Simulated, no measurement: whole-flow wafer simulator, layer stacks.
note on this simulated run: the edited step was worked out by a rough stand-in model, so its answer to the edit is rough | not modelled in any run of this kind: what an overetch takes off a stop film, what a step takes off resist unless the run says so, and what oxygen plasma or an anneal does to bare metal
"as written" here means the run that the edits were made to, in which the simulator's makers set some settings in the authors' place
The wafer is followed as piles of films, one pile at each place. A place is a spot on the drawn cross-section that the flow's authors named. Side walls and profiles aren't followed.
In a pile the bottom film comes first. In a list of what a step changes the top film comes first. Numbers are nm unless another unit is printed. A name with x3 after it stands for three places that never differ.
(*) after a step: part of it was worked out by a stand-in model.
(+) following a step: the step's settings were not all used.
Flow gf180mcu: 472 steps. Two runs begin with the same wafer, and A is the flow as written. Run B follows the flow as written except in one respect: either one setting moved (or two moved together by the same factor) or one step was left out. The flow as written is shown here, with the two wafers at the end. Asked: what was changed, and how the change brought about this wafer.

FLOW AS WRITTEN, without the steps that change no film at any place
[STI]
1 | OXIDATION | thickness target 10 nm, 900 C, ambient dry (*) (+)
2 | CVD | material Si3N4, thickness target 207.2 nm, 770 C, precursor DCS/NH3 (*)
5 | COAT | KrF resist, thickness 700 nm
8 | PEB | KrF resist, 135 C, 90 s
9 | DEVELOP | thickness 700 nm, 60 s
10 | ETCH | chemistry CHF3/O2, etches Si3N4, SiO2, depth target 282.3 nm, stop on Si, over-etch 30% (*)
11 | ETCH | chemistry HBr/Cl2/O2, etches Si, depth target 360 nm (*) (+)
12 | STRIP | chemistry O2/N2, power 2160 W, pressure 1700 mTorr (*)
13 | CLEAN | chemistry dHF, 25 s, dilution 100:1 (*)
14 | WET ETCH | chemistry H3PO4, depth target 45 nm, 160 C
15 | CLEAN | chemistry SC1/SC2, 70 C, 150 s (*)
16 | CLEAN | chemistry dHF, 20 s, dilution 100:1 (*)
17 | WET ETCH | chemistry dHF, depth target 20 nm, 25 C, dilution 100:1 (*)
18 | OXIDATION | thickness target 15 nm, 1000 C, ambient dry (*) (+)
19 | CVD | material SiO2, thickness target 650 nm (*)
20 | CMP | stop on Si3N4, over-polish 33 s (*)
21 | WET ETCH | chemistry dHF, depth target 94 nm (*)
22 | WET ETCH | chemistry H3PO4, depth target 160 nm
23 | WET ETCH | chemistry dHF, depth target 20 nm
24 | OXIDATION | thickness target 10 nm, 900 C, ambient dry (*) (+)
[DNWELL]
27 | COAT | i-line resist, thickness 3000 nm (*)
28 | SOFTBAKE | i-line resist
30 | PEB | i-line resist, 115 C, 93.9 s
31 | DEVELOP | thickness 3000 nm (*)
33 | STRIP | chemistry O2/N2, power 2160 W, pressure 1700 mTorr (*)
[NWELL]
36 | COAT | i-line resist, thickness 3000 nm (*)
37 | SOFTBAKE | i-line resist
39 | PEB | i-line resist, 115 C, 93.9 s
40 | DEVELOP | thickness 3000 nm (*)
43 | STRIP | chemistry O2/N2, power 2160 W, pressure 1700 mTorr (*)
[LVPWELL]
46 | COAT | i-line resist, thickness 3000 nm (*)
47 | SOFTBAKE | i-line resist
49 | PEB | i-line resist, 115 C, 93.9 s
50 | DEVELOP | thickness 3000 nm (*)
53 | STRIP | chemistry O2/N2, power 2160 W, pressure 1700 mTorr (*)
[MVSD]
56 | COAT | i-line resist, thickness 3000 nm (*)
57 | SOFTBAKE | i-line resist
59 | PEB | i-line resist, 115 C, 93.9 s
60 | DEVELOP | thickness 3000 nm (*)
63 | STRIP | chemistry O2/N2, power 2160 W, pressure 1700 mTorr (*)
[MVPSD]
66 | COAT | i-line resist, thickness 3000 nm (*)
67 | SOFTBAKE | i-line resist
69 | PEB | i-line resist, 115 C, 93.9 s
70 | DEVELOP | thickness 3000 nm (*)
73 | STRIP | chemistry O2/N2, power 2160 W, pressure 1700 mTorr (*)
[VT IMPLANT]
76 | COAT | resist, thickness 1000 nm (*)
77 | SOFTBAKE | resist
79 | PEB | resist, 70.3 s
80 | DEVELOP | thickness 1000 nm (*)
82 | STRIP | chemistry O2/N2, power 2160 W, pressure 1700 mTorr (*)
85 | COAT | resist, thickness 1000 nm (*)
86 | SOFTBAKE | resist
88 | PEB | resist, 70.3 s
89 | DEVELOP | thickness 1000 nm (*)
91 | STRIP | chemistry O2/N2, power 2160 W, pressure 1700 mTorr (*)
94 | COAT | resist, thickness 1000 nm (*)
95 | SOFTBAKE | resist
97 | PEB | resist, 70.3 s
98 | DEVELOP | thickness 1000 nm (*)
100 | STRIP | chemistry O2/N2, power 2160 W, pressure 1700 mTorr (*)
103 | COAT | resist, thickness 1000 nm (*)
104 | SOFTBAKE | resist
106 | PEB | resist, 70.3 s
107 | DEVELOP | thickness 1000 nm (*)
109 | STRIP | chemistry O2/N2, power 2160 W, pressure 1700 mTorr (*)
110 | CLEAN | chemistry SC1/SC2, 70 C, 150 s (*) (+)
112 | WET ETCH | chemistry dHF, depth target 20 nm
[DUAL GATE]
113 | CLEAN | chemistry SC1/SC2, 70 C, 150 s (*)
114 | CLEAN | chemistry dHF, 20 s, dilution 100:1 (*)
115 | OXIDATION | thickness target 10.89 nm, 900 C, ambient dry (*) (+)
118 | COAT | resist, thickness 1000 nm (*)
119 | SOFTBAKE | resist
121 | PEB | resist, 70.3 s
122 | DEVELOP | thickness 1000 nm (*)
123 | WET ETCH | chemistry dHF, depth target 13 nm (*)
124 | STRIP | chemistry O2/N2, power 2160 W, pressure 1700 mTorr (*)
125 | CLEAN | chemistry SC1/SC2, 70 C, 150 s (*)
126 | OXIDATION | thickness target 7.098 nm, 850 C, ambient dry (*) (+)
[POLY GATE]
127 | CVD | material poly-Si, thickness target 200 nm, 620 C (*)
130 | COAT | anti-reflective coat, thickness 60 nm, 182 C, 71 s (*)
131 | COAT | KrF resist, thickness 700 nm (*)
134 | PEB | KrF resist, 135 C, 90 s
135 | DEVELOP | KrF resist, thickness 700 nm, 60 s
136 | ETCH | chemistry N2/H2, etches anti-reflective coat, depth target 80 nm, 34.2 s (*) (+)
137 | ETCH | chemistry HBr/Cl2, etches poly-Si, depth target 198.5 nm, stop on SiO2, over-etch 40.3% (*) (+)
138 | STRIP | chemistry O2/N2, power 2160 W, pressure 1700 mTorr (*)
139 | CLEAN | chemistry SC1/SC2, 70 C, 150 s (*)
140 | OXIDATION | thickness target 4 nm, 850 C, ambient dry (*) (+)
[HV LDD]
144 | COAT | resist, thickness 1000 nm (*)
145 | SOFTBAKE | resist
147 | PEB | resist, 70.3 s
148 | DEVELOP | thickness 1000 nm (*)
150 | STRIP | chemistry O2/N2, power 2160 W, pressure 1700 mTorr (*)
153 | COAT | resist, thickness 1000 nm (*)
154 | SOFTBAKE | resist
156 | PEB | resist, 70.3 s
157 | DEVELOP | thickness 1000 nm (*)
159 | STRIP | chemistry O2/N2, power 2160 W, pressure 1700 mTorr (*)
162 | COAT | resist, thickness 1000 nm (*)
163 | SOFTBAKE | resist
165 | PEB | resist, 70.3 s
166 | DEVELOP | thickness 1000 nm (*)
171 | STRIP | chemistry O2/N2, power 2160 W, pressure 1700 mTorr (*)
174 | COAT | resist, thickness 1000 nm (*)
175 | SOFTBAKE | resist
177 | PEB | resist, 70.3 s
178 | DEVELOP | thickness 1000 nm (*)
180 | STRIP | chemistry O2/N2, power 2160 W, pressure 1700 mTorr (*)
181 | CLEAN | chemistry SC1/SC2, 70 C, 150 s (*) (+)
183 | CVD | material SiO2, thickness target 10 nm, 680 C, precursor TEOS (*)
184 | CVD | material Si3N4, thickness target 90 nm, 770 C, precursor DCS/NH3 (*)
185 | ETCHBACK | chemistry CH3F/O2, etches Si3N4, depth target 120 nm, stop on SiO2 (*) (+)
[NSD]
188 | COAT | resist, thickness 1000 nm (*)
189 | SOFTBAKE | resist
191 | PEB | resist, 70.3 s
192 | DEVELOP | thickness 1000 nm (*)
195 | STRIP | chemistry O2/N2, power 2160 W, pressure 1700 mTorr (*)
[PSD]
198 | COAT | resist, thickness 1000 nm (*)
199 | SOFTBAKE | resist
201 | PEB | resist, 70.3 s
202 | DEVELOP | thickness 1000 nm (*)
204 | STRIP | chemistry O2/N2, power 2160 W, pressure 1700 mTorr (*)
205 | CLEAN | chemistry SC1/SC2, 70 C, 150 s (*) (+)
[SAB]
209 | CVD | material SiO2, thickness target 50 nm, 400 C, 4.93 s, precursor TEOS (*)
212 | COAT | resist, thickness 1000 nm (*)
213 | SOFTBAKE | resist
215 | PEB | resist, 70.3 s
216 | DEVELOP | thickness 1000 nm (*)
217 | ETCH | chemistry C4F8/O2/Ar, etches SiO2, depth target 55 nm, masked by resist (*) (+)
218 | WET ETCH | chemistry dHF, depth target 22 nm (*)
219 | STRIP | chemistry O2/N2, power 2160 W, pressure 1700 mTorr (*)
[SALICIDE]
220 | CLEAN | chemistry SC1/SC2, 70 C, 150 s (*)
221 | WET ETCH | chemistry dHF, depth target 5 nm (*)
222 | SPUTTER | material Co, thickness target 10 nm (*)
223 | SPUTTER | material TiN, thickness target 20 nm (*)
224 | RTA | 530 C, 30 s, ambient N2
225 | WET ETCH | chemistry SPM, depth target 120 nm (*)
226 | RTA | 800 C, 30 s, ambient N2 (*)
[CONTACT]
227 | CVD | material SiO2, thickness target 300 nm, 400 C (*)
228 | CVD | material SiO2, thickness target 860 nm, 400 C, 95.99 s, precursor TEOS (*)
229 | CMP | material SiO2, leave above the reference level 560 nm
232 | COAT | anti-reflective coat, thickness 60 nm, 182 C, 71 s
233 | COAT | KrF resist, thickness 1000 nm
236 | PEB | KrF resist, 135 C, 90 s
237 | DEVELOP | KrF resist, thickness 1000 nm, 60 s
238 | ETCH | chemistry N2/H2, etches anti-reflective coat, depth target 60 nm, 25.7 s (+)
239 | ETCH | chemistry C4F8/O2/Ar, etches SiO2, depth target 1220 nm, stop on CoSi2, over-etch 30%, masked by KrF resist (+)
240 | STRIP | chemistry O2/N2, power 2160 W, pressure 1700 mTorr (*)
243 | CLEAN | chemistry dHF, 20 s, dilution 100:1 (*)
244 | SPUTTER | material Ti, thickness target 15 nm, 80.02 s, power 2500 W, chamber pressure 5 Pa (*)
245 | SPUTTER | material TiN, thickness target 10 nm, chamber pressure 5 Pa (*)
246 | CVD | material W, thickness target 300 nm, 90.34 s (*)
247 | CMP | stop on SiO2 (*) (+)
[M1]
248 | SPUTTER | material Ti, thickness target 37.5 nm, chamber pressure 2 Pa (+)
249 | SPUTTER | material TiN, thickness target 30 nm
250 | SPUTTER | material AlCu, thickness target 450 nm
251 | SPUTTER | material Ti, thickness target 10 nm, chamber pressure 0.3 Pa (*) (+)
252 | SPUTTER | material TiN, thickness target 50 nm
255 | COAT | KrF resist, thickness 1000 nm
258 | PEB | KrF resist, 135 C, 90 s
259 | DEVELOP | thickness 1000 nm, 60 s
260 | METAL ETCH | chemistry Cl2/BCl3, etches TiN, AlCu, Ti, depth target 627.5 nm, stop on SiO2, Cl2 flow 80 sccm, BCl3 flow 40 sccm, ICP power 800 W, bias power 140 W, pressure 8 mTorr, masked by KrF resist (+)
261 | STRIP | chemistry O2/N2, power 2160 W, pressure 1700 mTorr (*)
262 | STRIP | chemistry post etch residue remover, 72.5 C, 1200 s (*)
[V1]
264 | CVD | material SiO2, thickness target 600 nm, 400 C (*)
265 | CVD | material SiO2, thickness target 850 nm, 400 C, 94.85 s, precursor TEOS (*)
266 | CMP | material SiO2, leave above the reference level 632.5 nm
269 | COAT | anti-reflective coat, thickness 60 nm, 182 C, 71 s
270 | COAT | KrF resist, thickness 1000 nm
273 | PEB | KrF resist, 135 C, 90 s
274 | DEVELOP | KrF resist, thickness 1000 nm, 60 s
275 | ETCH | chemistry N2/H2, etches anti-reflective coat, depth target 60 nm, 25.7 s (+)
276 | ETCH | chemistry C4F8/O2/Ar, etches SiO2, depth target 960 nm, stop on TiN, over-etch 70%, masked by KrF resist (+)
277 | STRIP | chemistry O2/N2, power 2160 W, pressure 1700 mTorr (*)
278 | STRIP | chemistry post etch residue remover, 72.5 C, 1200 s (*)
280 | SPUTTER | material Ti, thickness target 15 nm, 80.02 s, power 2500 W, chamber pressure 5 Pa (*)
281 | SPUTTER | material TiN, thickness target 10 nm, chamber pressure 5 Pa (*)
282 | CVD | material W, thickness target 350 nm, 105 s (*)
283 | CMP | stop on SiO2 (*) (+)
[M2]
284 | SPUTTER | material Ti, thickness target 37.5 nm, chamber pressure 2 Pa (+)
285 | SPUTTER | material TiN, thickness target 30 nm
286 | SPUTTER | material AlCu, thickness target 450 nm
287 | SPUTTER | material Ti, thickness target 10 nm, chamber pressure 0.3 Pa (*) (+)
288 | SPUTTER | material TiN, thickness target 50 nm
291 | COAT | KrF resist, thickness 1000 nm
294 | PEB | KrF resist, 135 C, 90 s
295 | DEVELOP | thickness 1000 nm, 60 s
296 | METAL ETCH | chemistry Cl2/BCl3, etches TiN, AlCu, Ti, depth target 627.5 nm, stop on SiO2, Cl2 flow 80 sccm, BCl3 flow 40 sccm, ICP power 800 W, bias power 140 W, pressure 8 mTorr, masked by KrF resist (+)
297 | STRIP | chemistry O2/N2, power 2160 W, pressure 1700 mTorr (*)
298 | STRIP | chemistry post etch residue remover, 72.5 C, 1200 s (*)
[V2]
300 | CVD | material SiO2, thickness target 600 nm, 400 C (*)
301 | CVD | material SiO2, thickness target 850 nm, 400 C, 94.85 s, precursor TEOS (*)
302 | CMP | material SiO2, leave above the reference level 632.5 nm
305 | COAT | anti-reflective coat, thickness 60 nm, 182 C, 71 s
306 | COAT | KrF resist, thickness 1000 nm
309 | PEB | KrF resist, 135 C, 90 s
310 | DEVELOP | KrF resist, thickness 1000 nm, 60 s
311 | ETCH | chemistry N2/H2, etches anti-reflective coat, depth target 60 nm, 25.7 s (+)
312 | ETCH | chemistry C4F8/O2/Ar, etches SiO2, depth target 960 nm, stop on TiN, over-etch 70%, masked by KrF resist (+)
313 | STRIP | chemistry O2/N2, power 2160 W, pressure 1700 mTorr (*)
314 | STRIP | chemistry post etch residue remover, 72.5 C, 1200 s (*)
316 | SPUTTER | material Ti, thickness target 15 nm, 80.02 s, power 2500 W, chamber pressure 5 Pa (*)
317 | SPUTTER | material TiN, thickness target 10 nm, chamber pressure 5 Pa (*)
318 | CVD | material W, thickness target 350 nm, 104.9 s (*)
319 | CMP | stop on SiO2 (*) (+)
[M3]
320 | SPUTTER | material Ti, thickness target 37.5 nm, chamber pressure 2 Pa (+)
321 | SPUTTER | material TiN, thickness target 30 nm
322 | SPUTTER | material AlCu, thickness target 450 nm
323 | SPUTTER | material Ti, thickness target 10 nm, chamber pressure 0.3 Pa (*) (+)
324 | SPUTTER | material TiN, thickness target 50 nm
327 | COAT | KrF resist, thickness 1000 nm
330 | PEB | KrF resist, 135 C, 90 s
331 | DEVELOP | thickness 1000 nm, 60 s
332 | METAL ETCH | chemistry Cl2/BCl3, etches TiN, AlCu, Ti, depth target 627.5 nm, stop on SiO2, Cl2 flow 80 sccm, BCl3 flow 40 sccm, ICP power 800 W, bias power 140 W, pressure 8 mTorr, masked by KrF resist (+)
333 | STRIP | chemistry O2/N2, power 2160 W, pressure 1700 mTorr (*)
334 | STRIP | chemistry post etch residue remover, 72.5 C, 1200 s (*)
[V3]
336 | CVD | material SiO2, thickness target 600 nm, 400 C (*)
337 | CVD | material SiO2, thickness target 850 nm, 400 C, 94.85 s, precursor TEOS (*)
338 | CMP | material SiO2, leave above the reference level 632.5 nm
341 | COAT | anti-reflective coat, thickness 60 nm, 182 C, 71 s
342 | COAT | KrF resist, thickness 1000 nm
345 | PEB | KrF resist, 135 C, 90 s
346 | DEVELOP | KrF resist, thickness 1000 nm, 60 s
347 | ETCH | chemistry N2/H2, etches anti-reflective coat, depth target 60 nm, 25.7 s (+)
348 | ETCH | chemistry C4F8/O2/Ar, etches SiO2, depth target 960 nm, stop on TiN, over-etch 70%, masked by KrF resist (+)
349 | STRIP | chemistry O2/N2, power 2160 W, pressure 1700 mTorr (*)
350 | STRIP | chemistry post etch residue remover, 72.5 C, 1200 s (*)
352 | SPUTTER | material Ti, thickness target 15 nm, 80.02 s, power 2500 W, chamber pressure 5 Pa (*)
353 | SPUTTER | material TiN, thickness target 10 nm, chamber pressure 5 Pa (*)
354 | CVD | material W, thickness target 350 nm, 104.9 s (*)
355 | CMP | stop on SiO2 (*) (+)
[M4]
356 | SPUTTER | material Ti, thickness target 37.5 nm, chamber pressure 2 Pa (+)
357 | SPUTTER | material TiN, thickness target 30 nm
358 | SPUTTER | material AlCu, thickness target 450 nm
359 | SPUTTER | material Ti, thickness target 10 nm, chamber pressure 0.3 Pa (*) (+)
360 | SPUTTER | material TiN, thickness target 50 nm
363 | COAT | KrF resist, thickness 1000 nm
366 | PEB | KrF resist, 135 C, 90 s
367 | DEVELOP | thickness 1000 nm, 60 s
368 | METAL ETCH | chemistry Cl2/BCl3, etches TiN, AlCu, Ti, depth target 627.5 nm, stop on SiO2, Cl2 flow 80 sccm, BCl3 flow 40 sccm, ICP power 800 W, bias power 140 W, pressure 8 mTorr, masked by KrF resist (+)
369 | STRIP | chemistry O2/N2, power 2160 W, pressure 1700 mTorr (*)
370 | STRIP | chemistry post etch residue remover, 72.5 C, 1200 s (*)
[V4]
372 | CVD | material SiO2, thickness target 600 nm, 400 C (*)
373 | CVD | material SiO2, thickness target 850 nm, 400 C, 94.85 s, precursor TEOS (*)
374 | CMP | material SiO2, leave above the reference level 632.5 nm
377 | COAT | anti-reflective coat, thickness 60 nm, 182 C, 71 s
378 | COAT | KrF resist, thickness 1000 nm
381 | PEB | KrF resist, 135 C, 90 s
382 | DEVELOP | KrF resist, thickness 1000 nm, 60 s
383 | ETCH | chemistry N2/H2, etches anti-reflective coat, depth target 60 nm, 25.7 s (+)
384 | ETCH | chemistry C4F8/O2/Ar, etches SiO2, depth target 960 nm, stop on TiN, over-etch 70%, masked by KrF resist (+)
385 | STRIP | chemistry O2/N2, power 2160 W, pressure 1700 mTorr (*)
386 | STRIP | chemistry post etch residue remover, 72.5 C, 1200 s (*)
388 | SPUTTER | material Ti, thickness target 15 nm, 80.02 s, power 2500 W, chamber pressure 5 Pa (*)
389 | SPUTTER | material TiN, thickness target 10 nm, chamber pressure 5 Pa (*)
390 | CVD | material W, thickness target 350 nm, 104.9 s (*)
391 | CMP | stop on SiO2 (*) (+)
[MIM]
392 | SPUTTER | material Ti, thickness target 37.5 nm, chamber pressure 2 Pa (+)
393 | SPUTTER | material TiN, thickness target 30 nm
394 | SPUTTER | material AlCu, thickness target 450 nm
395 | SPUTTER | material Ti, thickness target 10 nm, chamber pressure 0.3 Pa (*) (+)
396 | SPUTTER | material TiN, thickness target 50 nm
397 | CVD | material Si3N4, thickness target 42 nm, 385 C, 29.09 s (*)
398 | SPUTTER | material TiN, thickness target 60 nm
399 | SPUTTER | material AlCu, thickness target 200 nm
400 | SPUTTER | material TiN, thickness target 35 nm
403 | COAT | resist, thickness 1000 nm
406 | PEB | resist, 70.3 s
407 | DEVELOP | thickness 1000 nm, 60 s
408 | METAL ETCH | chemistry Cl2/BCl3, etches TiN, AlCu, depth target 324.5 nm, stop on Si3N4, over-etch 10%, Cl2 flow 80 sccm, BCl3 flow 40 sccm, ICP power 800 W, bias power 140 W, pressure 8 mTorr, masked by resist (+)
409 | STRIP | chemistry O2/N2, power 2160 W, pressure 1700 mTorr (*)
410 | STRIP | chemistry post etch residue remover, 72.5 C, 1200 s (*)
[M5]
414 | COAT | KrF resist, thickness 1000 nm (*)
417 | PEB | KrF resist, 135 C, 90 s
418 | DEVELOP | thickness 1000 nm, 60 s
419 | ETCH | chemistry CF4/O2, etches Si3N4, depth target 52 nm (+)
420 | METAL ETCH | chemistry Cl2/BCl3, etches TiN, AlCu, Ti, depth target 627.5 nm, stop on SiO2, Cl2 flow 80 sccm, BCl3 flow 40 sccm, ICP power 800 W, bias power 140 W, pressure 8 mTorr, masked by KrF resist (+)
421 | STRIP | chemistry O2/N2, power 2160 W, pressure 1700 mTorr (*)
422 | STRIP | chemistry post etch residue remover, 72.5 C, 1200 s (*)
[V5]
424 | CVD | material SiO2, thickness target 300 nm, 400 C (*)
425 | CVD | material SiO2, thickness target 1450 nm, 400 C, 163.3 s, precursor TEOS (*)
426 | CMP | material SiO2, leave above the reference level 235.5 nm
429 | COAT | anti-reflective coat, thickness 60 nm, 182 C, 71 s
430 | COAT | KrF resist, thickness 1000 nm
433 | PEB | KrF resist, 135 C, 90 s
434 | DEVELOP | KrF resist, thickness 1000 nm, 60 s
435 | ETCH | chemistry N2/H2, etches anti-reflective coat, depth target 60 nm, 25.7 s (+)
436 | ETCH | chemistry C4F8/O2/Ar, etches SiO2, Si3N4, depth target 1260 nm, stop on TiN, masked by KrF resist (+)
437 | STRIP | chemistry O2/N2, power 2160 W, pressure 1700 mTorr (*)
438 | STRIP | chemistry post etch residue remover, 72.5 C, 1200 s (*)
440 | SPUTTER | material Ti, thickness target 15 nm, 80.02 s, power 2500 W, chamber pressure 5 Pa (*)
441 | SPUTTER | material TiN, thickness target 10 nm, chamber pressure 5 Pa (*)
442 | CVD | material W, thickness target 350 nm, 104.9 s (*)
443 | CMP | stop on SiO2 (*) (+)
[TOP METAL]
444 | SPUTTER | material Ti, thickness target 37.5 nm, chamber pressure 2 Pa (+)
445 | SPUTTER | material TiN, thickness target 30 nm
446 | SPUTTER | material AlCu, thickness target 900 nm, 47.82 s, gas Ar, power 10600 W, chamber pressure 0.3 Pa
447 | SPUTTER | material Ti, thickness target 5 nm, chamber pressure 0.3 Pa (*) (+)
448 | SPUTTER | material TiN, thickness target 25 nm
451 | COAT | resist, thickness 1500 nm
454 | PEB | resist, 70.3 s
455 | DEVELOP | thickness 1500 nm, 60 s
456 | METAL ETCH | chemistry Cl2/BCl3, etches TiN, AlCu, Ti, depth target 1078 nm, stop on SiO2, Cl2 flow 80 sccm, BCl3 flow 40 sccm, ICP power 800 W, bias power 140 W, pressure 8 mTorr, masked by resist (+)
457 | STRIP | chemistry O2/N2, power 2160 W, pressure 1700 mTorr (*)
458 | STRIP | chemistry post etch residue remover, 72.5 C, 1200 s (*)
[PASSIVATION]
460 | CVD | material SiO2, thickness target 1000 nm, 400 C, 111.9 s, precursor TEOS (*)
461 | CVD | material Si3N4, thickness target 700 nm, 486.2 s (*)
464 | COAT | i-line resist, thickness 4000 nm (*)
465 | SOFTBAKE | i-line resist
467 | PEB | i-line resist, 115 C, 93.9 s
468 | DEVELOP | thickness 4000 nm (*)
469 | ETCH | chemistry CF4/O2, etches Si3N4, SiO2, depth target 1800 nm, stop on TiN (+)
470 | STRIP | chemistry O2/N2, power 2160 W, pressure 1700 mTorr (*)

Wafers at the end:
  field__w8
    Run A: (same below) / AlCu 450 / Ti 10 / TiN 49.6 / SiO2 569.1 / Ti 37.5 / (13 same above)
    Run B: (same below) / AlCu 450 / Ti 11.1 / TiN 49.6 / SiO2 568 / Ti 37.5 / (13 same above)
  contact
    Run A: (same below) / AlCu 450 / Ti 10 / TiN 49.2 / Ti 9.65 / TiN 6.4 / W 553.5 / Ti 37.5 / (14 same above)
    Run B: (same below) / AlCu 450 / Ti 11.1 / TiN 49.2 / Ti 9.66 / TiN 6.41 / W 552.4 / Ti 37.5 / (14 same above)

The reason: step 359, SPUTTER: thickness target 11.1 nm was run, whereas the flow has thickness target 10 nm.
One can read it off the wafer: field__w8 has Ti 11.1, and step 359 as written asks for 10 nm.

The path from the change to this, step by step:
  359 | SPUTTER | material Ti, thickness target 10 nm, chamber pressure 0.3 Pa (*) (+)
      field, field__w1, field__w2 and 108 more: A +10 Ti (new film) | B +11.1 Ti (new film)
  368 | METAL ETCH | chemistry Cl2/BCl3, etches TiN, AlCu, Ti, depth target 627.5 nm, stop on SiO2, Cl2 flow 80 sccm, BCl3 flow 40 sccm, ICP power 800 W, bias power 140 W, pressure 8 mTorr, masked by KrF resist (+)
      field, field__w1, field__w2 and 103 more: A -50 TiN (all of it), -10 Ti (all of it), -450 AlCu (all of it), -30 TiN (all of it), -37.5 Ti (all of it) | B -50 TiN (all of it), -11.1 Ti (all of it), -450 AlCu (all of it), -30 TiN (all of it), -37.5 Ti (all of it)
